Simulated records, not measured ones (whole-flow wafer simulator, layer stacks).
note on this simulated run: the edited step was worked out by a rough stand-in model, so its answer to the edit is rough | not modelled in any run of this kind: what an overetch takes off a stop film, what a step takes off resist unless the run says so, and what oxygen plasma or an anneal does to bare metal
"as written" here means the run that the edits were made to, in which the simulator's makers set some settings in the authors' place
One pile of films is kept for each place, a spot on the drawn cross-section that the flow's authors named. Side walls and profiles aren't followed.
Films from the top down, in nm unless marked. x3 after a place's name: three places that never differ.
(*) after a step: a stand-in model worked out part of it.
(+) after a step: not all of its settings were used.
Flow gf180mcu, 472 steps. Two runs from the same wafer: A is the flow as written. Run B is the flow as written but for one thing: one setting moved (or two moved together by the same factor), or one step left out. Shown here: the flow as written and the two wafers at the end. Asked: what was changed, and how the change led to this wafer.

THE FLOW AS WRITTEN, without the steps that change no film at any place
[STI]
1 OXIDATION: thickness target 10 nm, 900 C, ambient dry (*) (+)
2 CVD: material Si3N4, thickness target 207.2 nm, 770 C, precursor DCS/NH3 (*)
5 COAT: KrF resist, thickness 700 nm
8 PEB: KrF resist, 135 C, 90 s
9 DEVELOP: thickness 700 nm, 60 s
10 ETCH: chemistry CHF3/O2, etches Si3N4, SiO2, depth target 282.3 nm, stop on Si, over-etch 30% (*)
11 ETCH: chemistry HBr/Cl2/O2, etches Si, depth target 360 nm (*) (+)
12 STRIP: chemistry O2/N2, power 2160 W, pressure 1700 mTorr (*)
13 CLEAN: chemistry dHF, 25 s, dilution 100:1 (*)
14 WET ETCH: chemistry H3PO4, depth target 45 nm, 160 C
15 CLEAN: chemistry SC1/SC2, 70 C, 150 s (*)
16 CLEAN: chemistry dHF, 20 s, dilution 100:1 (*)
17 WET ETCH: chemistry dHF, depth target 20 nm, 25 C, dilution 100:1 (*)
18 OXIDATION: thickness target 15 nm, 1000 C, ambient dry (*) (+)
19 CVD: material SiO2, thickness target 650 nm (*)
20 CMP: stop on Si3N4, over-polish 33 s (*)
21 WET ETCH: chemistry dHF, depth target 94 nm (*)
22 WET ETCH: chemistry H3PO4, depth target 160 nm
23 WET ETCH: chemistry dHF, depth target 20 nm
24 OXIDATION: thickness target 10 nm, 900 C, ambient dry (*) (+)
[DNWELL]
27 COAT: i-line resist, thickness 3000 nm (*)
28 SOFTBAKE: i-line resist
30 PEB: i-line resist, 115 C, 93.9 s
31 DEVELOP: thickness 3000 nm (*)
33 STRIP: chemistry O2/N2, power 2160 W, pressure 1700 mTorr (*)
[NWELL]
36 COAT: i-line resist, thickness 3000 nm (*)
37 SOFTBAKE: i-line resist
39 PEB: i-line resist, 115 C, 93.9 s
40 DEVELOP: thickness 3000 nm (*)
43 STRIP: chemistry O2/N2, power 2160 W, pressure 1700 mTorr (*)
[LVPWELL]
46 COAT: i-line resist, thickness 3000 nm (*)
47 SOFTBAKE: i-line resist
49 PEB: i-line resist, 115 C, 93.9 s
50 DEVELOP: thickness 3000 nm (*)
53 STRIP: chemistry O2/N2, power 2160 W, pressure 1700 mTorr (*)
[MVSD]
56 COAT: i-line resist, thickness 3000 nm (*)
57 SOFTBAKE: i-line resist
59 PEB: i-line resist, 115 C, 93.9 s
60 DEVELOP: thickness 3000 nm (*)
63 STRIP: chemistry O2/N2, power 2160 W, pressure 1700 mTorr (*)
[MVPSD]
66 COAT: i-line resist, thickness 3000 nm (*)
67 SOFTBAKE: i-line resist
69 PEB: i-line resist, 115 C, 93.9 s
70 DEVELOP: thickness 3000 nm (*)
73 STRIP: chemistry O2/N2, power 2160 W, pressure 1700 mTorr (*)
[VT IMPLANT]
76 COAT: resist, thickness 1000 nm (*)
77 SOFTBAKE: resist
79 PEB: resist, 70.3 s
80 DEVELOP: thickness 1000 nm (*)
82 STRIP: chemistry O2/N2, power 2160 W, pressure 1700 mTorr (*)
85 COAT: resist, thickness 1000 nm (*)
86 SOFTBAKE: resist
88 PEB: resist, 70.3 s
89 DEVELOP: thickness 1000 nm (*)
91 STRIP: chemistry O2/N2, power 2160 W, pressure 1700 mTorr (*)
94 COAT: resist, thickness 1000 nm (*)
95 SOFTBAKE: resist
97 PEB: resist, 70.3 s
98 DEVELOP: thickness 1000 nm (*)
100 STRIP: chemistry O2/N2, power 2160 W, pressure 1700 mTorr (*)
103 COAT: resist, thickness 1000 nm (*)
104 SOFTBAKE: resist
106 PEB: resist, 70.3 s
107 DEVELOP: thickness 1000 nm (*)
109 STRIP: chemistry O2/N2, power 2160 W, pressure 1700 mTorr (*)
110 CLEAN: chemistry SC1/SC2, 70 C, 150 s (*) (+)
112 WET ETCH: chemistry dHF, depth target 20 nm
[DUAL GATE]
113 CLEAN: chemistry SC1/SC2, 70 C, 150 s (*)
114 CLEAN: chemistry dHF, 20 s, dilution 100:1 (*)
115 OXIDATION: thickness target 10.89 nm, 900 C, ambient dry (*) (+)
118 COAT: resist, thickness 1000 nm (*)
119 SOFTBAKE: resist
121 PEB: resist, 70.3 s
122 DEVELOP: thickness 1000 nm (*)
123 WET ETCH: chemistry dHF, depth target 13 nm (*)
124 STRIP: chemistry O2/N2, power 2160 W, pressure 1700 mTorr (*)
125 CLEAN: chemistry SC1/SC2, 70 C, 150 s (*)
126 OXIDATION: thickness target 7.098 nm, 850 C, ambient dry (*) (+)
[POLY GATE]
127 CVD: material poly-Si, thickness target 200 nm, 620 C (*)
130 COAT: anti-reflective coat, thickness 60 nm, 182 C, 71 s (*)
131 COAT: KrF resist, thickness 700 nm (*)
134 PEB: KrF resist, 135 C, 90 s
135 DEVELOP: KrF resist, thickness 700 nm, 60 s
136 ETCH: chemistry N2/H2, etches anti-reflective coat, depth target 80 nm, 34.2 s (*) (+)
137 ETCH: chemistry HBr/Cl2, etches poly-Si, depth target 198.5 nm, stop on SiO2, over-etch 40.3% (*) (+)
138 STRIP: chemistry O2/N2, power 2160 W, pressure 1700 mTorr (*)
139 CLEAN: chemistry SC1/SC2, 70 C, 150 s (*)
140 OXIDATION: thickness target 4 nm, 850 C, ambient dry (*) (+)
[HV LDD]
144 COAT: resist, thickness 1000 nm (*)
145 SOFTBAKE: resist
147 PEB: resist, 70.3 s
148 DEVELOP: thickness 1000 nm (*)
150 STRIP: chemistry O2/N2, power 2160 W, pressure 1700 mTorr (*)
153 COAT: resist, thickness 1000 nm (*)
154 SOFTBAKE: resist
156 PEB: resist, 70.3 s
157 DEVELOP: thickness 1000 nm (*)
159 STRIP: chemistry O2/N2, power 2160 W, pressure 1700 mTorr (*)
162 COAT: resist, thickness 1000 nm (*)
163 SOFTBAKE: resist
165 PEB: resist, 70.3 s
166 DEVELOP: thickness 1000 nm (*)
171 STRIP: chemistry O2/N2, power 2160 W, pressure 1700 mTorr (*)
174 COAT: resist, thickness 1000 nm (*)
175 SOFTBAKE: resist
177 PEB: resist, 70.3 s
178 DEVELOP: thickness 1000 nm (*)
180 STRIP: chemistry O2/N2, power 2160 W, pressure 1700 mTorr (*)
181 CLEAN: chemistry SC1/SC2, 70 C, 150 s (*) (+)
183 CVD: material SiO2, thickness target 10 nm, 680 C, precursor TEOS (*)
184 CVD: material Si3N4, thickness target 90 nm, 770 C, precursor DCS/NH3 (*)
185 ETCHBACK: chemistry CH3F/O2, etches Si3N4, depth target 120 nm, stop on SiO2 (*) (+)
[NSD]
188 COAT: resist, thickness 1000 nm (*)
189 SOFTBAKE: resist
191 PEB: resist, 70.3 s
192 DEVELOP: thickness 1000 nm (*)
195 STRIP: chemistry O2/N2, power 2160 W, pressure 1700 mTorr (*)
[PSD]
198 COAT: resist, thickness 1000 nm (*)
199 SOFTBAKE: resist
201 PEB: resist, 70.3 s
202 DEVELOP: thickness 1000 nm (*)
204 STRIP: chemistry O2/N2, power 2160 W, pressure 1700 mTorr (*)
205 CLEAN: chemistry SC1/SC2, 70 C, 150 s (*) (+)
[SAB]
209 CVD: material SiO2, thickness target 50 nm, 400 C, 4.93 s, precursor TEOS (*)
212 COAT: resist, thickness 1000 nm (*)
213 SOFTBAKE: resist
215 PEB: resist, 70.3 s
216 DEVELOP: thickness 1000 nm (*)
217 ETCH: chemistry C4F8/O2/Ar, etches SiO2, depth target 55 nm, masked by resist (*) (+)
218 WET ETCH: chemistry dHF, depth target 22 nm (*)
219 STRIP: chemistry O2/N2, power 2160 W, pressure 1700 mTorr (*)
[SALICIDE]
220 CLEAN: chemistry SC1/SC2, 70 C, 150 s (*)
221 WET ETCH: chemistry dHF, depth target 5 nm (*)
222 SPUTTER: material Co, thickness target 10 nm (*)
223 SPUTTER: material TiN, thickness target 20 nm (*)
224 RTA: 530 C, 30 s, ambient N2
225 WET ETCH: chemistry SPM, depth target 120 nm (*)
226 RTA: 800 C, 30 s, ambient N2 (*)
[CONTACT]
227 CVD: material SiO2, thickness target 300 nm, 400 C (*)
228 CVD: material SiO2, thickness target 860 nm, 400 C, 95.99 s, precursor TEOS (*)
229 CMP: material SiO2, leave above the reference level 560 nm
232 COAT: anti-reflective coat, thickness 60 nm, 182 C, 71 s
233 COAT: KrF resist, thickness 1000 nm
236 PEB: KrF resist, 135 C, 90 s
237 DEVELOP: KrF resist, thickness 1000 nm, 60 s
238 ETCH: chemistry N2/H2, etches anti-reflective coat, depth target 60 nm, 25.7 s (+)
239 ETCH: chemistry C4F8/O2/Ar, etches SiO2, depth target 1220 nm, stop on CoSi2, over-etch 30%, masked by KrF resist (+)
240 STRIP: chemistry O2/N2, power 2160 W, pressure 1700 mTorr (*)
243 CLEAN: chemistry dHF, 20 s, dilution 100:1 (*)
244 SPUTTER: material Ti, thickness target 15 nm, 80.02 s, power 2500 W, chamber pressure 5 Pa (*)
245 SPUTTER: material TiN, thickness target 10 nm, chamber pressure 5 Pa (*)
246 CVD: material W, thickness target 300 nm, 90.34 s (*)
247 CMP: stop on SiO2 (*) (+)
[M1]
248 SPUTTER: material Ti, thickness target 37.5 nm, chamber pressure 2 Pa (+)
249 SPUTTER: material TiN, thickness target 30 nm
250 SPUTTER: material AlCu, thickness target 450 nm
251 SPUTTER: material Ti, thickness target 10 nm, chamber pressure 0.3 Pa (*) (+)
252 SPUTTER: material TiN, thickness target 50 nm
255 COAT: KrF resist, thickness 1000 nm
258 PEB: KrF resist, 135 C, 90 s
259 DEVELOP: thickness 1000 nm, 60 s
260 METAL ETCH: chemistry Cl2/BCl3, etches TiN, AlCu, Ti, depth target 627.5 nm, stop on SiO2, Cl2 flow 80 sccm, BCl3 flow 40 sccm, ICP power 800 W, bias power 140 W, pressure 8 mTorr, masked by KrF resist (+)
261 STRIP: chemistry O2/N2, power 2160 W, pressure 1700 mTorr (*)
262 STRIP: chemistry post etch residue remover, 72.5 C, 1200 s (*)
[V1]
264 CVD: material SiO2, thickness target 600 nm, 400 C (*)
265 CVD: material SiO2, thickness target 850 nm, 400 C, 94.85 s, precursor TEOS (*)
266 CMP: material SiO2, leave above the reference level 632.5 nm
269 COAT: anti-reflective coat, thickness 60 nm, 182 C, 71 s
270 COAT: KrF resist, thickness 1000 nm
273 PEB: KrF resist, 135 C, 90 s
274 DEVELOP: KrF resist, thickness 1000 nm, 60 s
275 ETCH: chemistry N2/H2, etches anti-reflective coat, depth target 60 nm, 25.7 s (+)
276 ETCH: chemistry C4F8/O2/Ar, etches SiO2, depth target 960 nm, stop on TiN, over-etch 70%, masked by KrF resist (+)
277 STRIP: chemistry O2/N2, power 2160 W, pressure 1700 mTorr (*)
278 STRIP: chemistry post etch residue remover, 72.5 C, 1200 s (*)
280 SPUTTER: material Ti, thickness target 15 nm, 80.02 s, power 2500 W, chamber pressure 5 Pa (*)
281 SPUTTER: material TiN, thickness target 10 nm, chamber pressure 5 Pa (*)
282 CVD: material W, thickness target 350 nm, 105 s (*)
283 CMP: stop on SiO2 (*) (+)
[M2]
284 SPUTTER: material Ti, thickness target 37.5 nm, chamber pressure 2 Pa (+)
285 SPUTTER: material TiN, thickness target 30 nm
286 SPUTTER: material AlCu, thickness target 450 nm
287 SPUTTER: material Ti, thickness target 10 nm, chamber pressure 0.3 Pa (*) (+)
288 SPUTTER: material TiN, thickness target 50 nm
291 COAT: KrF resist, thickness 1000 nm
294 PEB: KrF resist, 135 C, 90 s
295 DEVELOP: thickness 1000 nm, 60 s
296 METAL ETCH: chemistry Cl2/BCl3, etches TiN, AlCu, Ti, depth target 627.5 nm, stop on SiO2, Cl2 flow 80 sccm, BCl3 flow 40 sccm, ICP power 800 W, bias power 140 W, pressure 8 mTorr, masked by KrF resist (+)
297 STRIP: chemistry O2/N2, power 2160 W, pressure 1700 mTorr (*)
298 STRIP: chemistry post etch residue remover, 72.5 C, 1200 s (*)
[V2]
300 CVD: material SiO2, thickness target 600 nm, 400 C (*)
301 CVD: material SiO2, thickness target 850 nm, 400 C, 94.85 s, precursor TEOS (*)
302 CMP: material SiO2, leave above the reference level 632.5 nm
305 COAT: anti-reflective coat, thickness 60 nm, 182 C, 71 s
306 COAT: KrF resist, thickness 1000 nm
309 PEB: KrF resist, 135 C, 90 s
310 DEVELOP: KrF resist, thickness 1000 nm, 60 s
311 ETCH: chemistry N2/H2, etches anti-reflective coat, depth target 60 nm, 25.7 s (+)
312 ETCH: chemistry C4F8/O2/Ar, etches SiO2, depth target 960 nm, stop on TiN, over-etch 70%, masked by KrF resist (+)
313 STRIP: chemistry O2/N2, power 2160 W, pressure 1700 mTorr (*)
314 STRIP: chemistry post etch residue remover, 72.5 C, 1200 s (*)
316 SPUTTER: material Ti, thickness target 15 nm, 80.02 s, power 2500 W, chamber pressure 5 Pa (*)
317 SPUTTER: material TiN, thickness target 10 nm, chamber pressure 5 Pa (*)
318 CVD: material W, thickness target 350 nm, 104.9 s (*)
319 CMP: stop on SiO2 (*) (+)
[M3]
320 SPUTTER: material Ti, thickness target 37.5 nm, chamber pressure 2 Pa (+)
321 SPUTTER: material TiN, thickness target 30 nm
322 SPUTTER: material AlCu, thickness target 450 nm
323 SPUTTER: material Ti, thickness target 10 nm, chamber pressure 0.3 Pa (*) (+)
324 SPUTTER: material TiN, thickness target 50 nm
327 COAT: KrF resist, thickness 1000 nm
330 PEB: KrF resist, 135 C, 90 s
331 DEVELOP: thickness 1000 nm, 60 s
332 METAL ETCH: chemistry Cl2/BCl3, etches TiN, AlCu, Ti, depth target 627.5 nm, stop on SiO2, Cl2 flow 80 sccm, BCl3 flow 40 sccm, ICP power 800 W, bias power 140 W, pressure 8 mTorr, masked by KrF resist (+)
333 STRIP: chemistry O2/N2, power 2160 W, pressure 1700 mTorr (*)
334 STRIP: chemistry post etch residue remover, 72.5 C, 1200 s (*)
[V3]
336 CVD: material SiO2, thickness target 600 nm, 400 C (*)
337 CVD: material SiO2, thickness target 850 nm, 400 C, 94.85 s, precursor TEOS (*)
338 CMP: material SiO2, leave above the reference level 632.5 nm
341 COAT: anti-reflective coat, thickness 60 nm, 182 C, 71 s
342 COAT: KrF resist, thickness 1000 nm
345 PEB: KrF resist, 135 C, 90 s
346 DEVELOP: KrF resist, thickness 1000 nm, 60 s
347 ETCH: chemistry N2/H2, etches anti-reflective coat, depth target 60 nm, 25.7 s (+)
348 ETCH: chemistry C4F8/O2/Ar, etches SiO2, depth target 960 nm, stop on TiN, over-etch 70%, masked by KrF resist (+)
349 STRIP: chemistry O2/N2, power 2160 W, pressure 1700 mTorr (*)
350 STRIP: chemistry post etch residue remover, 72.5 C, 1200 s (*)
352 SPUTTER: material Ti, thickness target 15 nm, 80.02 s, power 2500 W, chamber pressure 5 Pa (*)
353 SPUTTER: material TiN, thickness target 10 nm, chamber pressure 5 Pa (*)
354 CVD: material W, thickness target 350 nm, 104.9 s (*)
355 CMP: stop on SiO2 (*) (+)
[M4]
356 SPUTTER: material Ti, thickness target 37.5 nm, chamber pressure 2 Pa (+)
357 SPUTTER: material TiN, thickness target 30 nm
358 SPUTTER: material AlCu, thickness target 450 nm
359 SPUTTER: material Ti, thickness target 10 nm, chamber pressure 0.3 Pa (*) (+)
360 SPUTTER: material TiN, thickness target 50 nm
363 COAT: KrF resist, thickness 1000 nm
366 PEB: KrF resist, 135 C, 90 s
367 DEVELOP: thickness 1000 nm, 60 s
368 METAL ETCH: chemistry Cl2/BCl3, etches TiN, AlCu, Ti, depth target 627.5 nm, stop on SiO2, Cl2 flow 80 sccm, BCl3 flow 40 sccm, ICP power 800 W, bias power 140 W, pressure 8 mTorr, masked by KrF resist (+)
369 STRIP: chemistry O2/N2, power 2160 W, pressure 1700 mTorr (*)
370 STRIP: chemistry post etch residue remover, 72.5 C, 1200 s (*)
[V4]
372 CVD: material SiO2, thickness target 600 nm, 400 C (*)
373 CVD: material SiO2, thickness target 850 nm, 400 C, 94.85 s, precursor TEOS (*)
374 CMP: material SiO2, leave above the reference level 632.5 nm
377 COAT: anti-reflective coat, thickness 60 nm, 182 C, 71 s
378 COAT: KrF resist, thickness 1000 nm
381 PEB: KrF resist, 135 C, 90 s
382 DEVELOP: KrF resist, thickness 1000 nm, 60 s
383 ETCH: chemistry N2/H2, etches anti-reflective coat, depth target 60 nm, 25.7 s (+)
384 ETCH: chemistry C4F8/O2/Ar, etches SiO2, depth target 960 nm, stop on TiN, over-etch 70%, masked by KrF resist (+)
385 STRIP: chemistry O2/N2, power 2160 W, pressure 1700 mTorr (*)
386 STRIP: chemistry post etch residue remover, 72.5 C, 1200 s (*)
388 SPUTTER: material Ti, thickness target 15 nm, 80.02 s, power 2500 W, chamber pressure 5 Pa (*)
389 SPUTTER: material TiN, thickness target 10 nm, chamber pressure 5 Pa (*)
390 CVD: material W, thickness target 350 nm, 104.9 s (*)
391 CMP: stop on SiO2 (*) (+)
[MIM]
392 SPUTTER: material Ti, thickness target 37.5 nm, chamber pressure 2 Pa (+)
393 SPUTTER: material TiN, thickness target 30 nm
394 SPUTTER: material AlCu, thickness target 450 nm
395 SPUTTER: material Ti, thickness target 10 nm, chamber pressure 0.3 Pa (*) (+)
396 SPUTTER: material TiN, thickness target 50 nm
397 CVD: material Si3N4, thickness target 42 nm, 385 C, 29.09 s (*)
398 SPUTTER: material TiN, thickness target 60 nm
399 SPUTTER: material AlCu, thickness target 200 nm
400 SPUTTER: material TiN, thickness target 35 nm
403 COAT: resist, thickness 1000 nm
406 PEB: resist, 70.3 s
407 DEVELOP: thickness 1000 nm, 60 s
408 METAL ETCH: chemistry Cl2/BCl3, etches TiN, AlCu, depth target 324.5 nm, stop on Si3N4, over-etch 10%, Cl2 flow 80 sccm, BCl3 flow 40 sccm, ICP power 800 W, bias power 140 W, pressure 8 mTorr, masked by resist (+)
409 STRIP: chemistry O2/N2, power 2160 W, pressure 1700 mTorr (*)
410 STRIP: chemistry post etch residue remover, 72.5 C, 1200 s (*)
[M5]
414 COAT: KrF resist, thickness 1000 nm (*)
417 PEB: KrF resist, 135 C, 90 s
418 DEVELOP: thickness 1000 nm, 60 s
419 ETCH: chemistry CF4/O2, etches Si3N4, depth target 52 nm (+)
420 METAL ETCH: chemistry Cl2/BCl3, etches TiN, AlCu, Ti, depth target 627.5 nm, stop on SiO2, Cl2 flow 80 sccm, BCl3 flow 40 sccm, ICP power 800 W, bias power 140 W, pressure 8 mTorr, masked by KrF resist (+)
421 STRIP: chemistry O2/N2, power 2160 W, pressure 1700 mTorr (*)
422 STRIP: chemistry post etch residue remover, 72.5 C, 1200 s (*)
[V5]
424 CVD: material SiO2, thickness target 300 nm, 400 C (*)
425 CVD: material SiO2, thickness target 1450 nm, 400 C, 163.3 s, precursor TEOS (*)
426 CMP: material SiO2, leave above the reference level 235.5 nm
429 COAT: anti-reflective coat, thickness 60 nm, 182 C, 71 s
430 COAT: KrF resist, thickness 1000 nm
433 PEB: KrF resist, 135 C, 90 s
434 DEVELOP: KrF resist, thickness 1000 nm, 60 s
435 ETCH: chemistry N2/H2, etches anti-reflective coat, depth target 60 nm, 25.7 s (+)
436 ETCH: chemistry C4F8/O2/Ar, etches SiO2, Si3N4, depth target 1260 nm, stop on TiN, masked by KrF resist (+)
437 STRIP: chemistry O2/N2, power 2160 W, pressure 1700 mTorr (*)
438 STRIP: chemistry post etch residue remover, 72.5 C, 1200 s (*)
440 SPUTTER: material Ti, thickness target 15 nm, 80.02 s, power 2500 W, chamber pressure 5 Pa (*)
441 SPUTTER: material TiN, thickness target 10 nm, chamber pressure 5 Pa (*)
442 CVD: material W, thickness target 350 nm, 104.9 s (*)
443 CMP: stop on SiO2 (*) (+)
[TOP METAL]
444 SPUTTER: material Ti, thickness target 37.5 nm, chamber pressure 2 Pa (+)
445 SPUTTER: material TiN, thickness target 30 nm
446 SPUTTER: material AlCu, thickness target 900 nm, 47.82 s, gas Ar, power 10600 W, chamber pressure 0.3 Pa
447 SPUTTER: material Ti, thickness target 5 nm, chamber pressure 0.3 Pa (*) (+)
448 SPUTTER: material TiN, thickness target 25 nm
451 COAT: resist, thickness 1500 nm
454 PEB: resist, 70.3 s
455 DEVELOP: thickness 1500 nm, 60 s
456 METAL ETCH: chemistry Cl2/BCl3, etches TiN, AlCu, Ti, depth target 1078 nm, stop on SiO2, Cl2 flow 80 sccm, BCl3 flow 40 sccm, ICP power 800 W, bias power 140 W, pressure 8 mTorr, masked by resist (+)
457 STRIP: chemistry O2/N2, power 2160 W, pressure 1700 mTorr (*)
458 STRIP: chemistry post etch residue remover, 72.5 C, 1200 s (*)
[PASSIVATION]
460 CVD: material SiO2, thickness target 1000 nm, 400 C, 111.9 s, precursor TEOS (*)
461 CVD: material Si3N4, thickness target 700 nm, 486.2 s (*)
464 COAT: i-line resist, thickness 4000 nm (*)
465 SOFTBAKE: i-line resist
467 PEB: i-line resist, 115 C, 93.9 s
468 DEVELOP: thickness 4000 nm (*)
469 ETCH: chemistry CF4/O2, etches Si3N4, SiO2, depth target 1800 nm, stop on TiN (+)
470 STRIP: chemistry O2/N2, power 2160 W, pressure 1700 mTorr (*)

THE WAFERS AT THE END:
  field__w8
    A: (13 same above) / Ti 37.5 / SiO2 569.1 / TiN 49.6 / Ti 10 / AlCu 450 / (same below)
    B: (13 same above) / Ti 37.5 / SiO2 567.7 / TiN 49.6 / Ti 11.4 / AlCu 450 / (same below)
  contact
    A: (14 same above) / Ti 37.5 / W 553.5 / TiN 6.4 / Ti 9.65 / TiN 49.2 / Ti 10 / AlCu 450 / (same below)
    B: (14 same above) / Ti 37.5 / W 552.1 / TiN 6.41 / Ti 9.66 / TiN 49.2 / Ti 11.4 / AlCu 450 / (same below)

The cause: step 359, SPUTTER: thickness target 11.4 nm was run, where the flow has thickness target 10 nm.
It can be read off the wafer: field__w8 has Ti 11.4, and step 359 as written asks for 10 nm.

How the change led to this, step by step:
  359 SPUTTER: material Ti, thickness target 10 nm, chamber pressure 0.3 Pa (*) (+)
      field, field__w1, field__w2 and 108 more: A Ti +10 (new film) | B Ti +11.4 (new film)
  368 METAL ETCH: chemistry Cl2/BCl3, etches TiN, AlCu, Ti, depth target 627.5 nm, stop on SiO2, Cl2 flow 80 sccm, BCl3 flow 40 sccm, ICP power 800 W, bias power 140 W, pressure 8 mTorr, masked by KrF resist (+)
      field, field__w1, field__w2 and 103 more: A TiN -50 (all of it), Ti -10 (all of it), AlCu -450 (all of it), TiN -30 (all of it), Ti -37.5 (all of it) | B TiN -50 (all of it), Ti -11.4 (all of it), AlCu -450 (all of it), TiN -30 (all of it), Ti -37.5 (all of it)
